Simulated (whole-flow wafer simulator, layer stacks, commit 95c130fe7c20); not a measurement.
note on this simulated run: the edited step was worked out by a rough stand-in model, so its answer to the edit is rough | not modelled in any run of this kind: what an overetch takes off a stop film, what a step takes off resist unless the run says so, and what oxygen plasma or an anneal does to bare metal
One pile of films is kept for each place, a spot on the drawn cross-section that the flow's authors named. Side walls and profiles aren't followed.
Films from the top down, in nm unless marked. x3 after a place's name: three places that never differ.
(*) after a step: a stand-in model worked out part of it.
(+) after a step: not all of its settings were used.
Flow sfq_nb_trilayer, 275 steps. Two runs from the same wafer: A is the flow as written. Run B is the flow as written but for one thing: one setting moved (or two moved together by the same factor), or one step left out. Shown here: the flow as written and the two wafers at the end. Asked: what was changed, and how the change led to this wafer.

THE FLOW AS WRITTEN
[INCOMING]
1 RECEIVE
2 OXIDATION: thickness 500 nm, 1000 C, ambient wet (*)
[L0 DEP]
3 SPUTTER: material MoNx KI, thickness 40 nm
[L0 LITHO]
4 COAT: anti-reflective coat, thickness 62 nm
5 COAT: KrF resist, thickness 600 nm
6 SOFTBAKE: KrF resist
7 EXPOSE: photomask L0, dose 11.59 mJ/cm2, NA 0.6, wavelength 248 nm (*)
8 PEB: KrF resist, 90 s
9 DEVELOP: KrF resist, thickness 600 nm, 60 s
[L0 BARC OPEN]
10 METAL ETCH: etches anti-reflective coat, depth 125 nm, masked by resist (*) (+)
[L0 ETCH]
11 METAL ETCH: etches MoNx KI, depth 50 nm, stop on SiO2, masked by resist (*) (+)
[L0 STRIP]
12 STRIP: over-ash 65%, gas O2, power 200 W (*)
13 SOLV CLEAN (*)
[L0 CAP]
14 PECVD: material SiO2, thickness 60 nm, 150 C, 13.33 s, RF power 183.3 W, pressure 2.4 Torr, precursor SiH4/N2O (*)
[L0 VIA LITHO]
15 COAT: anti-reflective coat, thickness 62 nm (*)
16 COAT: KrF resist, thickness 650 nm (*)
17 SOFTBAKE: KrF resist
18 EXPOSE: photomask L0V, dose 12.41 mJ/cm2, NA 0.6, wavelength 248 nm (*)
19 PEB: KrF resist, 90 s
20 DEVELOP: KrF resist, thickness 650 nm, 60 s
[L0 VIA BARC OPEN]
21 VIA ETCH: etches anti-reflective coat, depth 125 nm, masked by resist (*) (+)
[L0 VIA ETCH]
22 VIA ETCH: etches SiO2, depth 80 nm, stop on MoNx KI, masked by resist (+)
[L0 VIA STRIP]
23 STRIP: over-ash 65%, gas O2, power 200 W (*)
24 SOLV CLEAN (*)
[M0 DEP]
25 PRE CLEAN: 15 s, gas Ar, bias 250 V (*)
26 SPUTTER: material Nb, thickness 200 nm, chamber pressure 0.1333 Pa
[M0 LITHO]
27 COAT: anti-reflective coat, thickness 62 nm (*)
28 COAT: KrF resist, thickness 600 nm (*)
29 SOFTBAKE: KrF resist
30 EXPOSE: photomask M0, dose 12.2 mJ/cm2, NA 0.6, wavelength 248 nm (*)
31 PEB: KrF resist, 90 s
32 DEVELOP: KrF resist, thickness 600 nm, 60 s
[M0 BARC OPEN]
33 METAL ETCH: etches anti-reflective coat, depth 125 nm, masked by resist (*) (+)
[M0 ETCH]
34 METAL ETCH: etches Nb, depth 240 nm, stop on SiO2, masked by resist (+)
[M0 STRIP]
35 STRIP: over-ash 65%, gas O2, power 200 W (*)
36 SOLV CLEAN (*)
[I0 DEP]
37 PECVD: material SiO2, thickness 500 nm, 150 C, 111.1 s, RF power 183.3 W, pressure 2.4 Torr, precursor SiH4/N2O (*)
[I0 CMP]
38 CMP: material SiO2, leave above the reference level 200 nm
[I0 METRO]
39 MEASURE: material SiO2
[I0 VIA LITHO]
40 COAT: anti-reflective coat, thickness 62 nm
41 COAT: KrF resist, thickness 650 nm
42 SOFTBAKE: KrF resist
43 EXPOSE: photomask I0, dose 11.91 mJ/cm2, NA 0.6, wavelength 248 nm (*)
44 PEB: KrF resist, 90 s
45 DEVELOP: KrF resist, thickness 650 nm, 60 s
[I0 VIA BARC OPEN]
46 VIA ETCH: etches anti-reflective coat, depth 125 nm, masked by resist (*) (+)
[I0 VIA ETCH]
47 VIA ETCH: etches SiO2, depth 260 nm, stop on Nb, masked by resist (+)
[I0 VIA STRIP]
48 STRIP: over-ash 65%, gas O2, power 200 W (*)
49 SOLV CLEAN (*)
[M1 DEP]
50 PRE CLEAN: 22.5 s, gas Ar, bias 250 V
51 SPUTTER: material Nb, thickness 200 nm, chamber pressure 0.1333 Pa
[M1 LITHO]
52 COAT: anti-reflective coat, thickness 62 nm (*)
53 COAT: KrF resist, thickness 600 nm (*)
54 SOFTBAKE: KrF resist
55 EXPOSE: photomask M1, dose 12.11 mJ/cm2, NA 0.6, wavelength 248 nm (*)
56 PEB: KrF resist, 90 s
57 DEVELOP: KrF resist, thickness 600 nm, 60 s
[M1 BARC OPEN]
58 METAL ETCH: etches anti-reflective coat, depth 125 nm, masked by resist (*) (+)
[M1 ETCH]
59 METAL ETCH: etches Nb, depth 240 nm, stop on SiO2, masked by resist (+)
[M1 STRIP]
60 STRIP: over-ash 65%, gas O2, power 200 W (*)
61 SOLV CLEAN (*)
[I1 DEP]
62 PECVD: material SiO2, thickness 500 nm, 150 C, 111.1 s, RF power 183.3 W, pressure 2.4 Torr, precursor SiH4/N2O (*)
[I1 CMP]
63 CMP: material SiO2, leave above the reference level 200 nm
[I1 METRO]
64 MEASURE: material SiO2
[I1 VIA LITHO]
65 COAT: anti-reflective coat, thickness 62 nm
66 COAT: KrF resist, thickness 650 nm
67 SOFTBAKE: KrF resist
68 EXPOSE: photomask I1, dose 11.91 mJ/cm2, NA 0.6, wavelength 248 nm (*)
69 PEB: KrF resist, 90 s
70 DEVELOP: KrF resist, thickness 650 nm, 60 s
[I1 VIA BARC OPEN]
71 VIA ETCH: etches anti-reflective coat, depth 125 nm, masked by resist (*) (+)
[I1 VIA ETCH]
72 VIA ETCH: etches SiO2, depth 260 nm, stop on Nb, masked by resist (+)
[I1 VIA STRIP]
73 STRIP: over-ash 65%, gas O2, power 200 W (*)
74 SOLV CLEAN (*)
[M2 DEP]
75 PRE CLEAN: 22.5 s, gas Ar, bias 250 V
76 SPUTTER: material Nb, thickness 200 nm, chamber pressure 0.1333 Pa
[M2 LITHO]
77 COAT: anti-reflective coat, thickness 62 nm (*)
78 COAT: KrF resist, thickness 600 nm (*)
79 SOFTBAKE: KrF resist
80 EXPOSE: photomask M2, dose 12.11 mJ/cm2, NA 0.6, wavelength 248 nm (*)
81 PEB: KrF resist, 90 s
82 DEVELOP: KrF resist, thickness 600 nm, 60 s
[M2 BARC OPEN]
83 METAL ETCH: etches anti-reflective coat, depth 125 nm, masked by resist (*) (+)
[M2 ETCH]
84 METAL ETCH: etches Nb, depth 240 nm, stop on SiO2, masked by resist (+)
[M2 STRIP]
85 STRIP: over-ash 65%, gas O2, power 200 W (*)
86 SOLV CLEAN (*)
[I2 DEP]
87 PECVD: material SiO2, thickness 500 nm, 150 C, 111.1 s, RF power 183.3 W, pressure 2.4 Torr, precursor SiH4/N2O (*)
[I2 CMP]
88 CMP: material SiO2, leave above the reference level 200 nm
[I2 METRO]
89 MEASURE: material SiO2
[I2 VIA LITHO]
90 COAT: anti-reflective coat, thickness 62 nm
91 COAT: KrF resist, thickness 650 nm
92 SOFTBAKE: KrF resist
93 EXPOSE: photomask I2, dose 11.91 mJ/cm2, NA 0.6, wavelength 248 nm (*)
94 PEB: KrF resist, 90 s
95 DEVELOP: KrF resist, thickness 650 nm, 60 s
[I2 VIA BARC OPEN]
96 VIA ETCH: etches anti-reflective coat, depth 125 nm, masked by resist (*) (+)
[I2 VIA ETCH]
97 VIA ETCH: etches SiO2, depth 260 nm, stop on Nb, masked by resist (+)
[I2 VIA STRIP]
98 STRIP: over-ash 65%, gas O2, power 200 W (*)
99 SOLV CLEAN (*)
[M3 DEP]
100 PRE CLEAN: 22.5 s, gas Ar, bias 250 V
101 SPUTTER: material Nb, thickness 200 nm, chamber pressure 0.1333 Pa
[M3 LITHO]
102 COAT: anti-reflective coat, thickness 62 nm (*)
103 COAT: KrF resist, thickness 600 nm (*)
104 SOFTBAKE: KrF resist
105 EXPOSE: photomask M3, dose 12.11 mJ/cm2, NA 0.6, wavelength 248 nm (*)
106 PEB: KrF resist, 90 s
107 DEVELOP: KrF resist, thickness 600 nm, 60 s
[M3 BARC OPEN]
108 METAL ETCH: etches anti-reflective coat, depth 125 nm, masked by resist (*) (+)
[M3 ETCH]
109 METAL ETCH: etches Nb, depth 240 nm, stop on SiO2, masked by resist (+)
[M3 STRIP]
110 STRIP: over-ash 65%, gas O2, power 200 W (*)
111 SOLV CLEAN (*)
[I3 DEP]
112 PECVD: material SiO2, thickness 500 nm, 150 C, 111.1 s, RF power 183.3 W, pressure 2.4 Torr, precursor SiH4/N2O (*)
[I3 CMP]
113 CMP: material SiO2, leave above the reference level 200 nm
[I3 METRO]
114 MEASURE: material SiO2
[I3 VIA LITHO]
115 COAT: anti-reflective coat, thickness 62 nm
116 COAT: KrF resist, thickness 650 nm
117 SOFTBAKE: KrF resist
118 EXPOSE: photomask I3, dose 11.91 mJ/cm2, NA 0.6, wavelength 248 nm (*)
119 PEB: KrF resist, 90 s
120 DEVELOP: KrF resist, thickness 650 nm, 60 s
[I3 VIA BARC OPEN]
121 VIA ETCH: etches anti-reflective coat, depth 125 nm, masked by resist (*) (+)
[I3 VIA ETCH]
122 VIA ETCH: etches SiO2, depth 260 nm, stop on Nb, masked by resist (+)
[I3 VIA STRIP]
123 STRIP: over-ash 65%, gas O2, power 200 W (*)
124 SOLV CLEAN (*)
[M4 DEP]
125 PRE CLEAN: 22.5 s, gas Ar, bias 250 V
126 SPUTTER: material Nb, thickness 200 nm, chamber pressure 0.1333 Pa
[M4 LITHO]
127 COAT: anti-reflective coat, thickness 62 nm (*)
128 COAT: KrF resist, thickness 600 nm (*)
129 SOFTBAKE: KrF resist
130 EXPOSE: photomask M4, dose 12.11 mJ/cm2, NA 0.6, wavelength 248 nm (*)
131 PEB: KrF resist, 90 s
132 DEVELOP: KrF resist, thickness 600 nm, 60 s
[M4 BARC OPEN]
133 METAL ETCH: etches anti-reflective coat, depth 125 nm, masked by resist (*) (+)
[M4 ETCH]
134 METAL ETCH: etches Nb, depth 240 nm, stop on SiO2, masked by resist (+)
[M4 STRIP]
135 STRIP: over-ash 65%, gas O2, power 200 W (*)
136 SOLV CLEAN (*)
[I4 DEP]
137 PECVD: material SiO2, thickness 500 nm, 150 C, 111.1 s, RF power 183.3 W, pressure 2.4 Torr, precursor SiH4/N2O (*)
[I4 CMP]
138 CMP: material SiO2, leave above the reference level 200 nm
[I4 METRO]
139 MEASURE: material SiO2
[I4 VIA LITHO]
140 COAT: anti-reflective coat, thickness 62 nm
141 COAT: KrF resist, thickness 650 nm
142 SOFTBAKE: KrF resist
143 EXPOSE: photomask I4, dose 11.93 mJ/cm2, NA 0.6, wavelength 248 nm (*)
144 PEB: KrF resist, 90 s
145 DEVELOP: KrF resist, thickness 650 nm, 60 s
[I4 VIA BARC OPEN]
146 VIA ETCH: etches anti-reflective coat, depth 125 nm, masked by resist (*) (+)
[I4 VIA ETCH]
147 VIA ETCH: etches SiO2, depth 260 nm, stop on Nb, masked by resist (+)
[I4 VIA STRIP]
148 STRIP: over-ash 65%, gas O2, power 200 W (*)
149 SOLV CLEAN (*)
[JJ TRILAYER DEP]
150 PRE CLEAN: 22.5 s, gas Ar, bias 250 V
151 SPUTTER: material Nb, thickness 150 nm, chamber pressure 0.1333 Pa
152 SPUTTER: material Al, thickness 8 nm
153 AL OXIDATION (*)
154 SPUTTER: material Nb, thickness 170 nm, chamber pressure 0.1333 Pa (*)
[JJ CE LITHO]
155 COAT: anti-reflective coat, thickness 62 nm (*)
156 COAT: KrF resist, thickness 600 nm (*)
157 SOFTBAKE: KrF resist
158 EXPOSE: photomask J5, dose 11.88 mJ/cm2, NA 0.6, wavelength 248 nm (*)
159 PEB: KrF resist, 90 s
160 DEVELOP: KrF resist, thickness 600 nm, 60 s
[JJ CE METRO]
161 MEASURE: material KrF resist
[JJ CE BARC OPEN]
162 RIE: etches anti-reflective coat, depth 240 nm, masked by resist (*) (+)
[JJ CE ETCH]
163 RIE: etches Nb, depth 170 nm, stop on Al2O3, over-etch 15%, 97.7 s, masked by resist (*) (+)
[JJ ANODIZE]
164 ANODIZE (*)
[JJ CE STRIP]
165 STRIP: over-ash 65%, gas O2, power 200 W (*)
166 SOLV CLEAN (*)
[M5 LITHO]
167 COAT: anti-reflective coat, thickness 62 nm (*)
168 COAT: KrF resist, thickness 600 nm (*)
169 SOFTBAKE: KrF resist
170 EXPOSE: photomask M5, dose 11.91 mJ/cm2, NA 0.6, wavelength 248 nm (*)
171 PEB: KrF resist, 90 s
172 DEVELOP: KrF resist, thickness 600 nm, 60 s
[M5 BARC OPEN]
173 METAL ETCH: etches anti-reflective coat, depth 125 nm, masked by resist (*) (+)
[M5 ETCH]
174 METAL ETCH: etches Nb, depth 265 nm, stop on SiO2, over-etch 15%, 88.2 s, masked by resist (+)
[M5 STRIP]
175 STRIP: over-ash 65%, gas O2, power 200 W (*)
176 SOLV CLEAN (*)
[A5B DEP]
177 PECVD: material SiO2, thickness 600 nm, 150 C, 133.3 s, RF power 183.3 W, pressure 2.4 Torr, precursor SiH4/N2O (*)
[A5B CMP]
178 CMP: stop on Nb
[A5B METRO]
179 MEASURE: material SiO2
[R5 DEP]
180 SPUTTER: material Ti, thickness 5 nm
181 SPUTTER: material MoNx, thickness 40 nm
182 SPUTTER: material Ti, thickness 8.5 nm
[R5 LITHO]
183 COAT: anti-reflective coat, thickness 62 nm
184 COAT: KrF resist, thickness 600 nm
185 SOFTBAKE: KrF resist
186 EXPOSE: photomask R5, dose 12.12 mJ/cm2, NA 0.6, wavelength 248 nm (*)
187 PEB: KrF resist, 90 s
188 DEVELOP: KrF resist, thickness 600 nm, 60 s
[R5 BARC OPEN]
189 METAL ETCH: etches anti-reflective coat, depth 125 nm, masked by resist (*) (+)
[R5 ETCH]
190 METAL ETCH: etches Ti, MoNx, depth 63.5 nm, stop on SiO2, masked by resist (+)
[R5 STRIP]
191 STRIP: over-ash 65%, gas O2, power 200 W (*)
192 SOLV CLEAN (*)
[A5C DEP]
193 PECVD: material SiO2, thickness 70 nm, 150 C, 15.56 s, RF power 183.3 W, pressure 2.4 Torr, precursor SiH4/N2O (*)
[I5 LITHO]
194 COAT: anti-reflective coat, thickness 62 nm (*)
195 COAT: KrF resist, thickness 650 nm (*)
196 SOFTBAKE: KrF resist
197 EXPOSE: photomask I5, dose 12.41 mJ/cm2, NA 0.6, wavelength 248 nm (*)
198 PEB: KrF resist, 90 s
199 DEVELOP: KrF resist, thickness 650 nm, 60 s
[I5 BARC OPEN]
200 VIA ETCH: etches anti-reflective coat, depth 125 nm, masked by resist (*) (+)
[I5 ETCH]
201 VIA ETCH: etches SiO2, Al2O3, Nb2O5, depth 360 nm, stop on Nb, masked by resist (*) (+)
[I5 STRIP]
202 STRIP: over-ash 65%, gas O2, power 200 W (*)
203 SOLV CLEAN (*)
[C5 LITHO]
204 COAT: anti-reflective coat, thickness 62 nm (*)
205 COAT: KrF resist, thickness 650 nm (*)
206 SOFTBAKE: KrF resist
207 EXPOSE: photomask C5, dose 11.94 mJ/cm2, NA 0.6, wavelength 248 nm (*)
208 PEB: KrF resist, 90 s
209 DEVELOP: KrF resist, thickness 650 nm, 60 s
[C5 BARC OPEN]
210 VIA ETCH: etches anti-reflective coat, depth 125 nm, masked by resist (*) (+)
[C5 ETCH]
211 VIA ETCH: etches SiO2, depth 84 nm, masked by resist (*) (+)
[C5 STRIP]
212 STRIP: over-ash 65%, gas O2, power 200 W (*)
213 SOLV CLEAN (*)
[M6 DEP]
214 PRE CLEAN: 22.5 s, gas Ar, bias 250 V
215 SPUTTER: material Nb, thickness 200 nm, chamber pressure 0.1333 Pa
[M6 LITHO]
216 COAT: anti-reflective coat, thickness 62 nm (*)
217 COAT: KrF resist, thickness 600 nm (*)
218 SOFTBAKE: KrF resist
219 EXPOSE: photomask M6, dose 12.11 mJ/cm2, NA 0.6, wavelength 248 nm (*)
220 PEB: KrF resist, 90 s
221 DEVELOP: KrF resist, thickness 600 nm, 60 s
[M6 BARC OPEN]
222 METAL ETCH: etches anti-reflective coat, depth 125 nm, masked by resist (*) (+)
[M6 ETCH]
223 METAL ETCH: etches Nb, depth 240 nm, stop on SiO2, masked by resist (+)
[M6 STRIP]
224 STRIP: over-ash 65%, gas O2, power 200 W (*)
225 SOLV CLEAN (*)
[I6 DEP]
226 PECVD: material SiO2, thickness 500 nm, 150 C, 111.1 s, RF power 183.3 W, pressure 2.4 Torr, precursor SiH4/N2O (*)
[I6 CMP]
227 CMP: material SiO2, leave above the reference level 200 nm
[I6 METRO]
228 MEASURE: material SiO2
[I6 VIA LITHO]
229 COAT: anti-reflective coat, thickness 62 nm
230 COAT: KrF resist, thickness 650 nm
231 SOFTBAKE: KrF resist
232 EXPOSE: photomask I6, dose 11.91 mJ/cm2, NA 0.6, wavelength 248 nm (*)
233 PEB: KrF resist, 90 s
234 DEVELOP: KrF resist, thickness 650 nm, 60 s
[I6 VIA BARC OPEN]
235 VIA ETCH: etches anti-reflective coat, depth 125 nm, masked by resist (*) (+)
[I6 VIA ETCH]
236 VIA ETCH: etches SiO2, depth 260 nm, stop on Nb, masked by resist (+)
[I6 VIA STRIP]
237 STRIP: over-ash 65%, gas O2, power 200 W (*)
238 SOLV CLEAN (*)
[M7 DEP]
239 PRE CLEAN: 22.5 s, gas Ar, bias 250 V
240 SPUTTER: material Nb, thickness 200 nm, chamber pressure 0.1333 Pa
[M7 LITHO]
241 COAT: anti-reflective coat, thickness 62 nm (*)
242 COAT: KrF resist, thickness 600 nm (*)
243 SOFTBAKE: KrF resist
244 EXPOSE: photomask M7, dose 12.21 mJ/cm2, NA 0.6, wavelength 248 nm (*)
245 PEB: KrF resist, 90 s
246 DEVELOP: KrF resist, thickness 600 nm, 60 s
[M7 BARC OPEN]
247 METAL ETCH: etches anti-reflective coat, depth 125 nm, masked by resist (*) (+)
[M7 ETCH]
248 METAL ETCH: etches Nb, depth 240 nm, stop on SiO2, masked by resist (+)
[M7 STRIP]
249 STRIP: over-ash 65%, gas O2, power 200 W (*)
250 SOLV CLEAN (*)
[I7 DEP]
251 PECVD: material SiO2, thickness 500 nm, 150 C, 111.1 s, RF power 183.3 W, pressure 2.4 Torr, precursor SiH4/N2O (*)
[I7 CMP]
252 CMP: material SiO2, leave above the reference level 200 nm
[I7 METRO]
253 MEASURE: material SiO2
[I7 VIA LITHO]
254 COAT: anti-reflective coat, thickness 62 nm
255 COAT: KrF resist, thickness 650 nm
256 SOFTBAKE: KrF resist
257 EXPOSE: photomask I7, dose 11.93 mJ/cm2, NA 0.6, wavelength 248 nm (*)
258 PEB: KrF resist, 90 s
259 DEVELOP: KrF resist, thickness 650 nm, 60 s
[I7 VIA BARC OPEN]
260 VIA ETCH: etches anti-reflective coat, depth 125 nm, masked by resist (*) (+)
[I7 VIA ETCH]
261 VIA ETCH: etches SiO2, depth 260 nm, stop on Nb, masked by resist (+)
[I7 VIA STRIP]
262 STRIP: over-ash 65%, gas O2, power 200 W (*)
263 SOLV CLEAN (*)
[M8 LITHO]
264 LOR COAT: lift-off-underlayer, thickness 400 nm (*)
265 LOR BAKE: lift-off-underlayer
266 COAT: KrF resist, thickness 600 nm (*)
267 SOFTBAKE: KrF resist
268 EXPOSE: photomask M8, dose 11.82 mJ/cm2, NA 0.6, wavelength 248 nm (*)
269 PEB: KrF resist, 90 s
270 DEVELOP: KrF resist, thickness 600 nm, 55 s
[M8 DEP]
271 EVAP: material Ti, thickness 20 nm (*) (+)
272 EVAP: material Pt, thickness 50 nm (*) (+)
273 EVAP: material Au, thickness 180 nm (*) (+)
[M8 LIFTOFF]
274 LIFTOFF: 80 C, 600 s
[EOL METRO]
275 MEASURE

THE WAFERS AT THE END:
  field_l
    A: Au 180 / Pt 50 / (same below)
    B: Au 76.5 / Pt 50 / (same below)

The cause: step 273, EVAP: thickness 76.5 nm was run, where the flow has thickness 180 nm.
It can be read off the wafer: field_l has Au 76.5, and step 273 as written asks for 180 nm.

How the change led to this, step by step:
  273 EVAP: material Au, thickness 180 nm (*) (+)
      field_l, v_sur, via_wl and 103 more: A Au +180 (new film) | B Au +76.5 (new film)
  274 LIFTOFF: 80 C, 600 s
      p4_fl, p4_fm, p4_w1 and 71 more: A Au -180 (all of it), Pt -50 (all of it), Ti -20 (all of it), KrF resist -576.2 (all of it), lift-off-underlayer -400 (all of it) | B Au -76.5 (all of it), Pt -50 (all of it), Ti -20 (all of it), KrF resist -576.2 (all of it), lift-off-underlayer -400 (all of it)
      c5j, ce_r: A Au -180 (all of it), Pt -50 (all of it), Ti -20 (all of it), KrF resist -573.3 (all of it), lift-off-underlayer -399.3 (all of it) | B Au -76.5 (all of it), Pt -50 (all of it), Ti -20 (all of it), KrF resist -573.3 (all of it), lift-off-underlayer -399.3 (all of it)
      (and at 19 more places)
